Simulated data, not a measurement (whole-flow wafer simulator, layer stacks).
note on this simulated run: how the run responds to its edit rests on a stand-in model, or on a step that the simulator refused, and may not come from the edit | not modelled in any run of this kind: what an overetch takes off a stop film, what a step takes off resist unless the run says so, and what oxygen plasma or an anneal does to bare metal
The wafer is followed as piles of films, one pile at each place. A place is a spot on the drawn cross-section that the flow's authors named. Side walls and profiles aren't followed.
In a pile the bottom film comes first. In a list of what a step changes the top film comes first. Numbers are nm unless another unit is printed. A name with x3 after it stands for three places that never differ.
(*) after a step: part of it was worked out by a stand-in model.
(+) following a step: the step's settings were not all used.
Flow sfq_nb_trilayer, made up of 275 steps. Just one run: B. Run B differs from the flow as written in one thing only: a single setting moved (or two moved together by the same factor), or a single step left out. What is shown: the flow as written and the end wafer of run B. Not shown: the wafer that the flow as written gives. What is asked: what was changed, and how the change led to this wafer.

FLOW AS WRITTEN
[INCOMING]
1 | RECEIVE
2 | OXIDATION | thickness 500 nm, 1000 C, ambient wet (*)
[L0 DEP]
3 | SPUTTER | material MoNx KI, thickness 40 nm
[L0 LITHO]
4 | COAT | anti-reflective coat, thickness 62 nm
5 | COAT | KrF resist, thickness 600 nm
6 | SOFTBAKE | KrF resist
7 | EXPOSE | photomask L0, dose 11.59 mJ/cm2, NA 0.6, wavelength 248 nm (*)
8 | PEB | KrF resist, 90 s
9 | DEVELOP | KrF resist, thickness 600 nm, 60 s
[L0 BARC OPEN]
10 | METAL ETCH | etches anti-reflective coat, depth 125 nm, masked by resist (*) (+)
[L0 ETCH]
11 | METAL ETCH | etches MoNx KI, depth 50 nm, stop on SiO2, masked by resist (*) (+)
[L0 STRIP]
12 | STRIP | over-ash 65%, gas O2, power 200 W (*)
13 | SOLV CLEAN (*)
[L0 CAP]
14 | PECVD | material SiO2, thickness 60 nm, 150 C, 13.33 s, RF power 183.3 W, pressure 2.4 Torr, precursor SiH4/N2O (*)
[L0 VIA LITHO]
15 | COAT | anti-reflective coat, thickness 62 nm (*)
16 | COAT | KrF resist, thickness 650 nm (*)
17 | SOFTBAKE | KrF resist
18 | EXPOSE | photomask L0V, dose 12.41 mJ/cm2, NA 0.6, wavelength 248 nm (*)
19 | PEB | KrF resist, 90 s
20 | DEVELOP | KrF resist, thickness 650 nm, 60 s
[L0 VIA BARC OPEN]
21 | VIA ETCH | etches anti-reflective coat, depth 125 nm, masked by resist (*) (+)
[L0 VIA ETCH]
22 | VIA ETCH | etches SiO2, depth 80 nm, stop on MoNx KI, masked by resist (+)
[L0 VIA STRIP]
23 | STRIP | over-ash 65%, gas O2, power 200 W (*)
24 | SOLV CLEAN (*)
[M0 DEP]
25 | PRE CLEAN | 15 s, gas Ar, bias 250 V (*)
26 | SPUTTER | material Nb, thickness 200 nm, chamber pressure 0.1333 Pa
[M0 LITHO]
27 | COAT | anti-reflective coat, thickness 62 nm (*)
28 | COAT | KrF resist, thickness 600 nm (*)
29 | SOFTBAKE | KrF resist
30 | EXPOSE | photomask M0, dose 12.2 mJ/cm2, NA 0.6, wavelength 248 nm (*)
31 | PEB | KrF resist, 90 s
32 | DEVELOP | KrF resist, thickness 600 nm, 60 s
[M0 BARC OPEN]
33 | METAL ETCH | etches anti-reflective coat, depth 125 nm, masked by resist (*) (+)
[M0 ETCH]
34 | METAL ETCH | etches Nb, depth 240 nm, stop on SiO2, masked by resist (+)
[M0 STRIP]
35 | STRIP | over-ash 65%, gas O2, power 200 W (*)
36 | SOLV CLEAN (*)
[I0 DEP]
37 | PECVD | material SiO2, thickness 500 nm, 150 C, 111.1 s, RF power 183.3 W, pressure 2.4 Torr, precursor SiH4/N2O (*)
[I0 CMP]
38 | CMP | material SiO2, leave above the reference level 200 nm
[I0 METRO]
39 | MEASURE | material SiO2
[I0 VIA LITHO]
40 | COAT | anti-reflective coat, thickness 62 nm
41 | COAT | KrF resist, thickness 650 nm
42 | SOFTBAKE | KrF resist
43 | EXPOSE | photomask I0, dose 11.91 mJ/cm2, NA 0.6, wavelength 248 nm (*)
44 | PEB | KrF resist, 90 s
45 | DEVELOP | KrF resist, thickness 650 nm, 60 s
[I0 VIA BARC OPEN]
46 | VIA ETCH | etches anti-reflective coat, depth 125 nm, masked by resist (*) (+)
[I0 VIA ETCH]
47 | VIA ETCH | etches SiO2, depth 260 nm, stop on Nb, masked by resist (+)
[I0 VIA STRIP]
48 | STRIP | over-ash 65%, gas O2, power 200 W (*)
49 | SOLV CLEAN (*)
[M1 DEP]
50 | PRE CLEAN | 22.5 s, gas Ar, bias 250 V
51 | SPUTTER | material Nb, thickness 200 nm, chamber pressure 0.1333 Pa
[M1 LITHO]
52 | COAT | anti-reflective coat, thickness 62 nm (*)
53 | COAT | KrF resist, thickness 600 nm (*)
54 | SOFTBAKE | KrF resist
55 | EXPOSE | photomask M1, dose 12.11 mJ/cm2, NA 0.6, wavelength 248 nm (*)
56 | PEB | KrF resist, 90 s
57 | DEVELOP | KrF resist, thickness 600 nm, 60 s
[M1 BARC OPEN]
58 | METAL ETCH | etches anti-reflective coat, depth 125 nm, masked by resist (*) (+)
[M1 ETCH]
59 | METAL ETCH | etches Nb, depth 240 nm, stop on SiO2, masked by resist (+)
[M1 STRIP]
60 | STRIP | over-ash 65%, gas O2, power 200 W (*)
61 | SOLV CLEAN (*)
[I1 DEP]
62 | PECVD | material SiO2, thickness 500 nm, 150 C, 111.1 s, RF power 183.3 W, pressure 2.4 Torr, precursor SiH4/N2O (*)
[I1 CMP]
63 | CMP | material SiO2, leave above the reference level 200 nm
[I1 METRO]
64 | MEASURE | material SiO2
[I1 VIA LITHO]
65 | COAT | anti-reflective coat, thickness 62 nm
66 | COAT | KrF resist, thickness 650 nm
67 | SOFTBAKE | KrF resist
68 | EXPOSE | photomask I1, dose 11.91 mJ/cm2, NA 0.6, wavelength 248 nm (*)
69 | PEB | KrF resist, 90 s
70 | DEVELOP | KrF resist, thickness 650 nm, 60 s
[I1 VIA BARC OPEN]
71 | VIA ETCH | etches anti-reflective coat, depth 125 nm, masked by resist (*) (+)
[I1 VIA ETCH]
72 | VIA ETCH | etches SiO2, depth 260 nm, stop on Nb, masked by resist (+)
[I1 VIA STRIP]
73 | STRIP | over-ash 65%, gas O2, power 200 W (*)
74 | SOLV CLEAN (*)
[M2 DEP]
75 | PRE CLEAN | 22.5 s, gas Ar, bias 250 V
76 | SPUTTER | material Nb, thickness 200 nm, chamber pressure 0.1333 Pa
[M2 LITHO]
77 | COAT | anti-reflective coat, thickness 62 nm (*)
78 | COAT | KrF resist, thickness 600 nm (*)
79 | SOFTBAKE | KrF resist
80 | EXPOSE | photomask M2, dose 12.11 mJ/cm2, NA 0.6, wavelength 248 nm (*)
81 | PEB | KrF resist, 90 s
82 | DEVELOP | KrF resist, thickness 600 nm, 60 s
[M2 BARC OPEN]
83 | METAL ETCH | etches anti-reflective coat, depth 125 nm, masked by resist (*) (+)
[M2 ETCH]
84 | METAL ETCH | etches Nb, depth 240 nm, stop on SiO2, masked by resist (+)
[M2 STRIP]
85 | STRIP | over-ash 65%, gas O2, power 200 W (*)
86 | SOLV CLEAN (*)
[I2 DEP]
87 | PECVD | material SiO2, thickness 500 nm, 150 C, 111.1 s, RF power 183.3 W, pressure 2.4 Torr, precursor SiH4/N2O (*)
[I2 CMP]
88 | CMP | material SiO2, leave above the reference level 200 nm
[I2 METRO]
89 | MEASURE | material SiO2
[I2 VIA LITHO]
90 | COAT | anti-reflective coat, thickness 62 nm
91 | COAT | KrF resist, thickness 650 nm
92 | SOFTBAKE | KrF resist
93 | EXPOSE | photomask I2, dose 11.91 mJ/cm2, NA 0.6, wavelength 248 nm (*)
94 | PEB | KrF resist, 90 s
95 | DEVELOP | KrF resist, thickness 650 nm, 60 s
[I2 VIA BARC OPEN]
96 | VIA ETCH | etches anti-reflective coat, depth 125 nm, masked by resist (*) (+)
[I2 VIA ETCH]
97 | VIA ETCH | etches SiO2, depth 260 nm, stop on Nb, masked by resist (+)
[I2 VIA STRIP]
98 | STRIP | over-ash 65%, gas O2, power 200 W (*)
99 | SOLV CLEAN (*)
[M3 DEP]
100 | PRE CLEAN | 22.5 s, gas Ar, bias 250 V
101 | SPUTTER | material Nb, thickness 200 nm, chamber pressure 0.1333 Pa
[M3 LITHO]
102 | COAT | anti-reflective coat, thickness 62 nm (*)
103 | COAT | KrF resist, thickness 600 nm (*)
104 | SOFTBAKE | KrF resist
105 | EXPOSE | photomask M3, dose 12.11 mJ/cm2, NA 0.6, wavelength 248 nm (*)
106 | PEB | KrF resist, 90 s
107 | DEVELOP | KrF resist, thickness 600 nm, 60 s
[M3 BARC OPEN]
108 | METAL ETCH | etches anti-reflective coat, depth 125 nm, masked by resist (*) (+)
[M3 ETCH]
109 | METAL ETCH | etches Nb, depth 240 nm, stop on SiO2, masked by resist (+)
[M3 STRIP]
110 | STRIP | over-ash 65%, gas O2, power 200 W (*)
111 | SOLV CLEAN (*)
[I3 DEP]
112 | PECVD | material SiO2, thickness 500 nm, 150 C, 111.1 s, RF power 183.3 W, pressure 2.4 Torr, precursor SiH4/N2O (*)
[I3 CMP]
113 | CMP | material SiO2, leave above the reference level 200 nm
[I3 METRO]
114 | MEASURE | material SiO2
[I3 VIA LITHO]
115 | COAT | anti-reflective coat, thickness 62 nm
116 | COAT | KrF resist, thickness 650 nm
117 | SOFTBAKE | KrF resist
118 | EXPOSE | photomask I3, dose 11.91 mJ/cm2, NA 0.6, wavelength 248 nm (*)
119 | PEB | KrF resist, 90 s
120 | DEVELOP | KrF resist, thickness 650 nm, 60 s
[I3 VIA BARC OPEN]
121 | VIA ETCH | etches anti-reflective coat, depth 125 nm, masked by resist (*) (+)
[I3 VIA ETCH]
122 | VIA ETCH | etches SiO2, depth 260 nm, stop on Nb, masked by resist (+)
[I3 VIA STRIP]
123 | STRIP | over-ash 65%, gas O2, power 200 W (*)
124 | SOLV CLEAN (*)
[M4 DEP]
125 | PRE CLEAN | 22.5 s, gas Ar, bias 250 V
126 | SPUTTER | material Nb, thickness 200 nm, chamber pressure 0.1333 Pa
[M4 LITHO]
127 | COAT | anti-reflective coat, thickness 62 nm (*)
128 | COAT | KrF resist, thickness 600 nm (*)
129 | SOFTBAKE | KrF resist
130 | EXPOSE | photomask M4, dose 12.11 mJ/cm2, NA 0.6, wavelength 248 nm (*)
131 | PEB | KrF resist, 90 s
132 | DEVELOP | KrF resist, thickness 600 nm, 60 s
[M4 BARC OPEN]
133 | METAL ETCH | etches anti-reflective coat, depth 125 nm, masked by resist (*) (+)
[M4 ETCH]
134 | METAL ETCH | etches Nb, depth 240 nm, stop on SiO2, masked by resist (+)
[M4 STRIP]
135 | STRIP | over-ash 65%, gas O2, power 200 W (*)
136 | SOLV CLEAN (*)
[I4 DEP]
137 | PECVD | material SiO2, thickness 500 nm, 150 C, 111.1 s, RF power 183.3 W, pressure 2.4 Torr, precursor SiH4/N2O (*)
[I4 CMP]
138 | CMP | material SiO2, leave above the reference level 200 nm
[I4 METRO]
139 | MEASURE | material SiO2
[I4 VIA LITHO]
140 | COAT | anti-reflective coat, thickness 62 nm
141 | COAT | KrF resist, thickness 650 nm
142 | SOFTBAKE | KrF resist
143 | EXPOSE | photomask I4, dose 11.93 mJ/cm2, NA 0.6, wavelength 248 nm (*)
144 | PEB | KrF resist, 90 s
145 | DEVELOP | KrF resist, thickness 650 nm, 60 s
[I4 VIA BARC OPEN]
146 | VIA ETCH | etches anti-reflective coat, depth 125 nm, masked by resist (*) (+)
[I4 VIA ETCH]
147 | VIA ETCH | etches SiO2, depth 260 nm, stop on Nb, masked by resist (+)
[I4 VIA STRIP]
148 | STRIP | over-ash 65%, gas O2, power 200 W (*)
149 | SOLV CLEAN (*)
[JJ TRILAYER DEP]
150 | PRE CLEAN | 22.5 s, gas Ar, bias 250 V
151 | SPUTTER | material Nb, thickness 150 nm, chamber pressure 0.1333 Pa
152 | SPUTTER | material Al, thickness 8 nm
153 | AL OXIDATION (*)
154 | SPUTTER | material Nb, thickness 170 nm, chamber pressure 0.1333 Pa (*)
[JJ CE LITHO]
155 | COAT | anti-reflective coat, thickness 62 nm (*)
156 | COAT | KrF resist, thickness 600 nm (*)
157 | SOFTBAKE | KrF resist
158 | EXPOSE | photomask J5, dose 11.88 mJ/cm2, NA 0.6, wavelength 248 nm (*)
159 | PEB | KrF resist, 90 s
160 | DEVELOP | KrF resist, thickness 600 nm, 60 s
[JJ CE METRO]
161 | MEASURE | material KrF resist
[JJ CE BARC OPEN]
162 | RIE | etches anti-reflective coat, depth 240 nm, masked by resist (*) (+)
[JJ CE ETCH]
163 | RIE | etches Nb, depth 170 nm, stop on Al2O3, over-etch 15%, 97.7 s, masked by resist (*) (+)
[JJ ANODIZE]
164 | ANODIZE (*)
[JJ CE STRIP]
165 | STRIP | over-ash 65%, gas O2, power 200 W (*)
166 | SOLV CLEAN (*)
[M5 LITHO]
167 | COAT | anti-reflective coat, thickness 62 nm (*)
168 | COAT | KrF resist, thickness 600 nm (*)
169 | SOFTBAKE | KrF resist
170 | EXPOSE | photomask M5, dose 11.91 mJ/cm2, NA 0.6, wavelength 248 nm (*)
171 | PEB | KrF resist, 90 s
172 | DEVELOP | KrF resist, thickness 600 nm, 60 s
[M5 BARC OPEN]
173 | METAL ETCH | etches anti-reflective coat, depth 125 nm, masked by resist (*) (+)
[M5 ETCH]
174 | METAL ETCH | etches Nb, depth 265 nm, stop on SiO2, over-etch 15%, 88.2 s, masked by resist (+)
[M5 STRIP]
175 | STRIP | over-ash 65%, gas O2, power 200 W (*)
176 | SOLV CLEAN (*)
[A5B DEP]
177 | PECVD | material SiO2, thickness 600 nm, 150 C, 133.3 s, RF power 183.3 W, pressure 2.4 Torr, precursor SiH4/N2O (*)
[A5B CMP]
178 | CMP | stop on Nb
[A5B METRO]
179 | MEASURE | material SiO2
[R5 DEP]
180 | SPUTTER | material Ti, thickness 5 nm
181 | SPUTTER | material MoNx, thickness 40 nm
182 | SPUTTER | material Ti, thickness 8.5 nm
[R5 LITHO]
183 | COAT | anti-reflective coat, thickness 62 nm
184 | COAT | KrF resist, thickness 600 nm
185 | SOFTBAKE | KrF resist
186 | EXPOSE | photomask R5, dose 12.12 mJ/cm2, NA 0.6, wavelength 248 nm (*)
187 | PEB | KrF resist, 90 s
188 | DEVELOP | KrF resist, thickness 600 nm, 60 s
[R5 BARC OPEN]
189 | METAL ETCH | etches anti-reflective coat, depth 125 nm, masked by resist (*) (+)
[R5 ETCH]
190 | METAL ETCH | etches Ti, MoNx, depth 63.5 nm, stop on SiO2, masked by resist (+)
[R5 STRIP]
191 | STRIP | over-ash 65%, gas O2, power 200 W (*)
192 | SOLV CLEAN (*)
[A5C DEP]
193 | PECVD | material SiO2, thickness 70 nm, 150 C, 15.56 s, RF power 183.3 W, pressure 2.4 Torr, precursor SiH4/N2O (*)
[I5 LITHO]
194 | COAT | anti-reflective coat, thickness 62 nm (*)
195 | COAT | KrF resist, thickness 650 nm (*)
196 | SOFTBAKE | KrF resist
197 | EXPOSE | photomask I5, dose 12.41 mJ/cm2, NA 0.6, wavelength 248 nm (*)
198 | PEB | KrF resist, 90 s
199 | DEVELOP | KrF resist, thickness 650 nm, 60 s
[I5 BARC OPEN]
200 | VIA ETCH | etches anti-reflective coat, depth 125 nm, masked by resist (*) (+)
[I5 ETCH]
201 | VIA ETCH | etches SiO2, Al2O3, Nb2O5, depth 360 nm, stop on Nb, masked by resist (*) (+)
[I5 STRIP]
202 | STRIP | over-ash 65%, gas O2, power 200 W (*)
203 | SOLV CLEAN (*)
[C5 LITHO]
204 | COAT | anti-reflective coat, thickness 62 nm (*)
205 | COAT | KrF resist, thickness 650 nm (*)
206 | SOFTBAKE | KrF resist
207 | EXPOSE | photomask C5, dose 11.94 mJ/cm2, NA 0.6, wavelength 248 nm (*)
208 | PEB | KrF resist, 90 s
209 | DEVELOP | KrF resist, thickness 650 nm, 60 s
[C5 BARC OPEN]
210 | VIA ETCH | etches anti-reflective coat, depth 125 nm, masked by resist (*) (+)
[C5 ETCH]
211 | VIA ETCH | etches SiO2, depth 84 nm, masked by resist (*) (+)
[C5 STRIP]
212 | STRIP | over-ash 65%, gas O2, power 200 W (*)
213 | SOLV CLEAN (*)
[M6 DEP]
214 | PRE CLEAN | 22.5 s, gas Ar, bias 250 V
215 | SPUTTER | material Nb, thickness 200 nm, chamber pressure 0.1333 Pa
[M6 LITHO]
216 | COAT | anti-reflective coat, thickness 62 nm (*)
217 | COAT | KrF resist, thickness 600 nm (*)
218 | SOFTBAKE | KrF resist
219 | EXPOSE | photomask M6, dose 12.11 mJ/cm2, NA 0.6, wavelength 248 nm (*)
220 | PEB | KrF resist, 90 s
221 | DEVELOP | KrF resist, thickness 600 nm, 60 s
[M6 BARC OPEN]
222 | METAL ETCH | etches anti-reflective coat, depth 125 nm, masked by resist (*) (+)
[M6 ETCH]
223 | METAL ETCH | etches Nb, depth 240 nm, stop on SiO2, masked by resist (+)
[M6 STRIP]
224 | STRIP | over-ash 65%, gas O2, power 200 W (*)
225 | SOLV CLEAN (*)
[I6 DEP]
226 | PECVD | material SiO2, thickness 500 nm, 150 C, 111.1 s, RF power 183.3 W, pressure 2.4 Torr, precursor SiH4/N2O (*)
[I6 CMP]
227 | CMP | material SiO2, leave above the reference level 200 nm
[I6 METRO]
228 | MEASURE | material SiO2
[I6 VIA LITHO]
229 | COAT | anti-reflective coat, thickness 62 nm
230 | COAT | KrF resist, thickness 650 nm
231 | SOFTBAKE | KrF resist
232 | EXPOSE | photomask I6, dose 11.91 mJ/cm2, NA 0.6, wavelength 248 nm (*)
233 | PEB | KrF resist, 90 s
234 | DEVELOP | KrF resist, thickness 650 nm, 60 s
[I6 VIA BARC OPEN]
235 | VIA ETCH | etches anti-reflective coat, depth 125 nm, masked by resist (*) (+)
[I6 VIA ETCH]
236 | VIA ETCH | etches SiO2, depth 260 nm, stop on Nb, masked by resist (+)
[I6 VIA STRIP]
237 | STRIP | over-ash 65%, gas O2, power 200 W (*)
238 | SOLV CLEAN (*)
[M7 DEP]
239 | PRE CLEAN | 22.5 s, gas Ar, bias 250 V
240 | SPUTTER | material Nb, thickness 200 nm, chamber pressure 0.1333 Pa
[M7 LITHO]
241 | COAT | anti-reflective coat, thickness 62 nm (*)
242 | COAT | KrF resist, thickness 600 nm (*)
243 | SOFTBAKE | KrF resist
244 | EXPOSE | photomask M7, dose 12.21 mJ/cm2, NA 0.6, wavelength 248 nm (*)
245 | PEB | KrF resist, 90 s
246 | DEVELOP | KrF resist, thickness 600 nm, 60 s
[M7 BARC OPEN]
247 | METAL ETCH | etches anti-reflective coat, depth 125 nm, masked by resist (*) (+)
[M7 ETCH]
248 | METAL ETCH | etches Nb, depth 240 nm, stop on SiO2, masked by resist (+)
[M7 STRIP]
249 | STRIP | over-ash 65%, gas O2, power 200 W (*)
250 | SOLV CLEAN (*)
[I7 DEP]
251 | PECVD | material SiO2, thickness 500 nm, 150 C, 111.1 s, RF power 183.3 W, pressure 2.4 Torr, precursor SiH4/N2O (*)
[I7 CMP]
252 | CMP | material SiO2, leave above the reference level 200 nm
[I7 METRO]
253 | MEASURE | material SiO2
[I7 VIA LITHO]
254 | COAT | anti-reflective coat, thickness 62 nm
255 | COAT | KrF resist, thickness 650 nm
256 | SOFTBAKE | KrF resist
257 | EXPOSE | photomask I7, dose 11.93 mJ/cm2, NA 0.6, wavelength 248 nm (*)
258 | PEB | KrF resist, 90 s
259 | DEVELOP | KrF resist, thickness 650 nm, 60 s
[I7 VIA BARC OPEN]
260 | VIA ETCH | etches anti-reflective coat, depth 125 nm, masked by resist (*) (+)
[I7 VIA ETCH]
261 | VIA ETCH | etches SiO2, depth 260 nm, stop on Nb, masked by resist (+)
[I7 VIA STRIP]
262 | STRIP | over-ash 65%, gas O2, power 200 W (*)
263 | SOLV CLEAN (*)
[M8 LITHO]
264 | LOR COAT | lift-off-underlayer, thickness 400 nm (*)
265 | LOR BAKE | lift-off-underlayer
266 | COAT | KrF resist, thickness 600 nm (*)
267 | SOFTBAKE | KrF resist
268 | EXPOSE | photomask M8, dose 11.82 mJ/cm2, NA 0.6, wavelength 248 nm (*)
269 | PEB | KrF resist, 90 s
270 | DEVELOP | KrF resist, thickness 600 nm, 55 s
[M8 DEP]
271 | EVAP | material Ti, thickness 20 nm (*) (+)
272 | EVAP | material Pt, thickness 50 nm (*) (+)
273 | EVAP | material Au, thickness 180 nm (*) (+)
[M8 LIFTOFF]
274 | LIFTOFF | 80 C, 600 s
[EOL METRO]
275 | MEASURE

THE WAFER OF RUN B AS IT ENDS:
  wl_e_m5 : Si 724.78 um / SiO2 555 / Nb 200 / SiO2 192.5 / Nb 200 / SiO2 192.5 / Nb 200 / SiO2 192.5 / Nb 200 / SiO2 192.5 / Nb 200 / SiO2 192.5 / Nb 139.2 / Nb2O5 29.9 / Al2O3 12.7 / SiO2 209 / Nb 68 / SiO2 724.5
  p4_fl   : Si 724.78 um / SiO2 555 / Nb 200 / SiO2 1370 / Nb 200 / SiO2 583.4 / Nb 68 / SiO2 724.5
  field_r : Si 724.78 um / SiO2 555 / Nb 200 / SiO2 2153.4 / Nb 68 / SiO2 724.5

Cause: step 223, METAL ETCH: depth 132 nm was run, whereas the flow has depth 240 nm.

The path from the change to this, step by step:
  223 | METAL ETCH | etches Nb, depth 240 nm, stop on SiO2, masked by resist (+)
      field_l, gap, moat and 76 more: Nb loses 132 (in the flow as written it would be: Nb loses 200 (all of it))
      v_sur, via_wl, via_w and 24 more: KrF resist loses 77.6 (in the flow as written it would be: KrF resist loses 141.2)
  224 | STRIP | over-ash 65%, gas O2, power 200 W (*)
      wl_j_sl, wl_j_sr: KrF resist loses 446 (all of it), anti-reflective coat loses 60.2 (all of it) (in the flow as written it would be: KrF resist loses 382.5 (all of it), anti-reflective coat loses 60.2 (all of it))
      wl_c_m6, wl_f_m6: KrF resist loses 445.8 (all of it), anti-reflective coat loses 62 (all of it) (in the flow as written it would be: KrF resist loses 382.3 (all of it), anti-reflective coat loses 62 (all of it))
      (and at 23 other places as well)
  226 | PECVD | material SiO2, thickness 500 nm, 150 C, 111.1 s, RF power 183.3 W, pressure 2.4 Torr, precursor SiH4/N2O (*)
      field_l, p4_fl, p4_fm and 62 more: SiO2 gains 500 (new film) (in the flow as written it would be: SiO2 gains 500)
      moat, field_r, lsp_l, ln_m5, lsp_m: SiO2 gains 500 (new film) (in the flow as written it would be: SiO2 gains 493.6)
      (and at 9 other places as well)
  227 | CMP | material SiO2, leave above the reference level 200 nm
      field_l, p4_fl, p4_fm and 59 more: SiO2 loses 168 (in the flow as written it would be: SiO2 loses 100)
      moat, field_r, lsp_l, ln_m5, lsp_m: SiO2 loses 168 (in the flow as written it would be: SiO2 loses 93.6)
      (and at 12 other places as well)
If metal films that touch count as one body, wl_e_m5 has 7 bodies (between them, from the top down: SiO2 209 / Al2O3 12.7 / Nb2O5 29.9; SiO2 192.5; SiO2 192.5; SiO2 192.5; SiO2 192.5; SiO2 192.5); the flow as written gives 6 bodies (between them, from the top down: SiO2 192.5; SiO2 192.5; SiO2 192.5; SiO2 192.5; SiO2 192.5).
If metal films that touch count as one body, p4_fl has 3 bodies (between them, from the top down: SiO2 583.4; SiO2 1370); the flow as written gives 2 bodies (between them, from the top down: SiO2 1370).
If metal films that touch count as one body, field_r has 2 bodies (between them, from the top down: SiO2 2153.4); the flow as written gives 1 body.
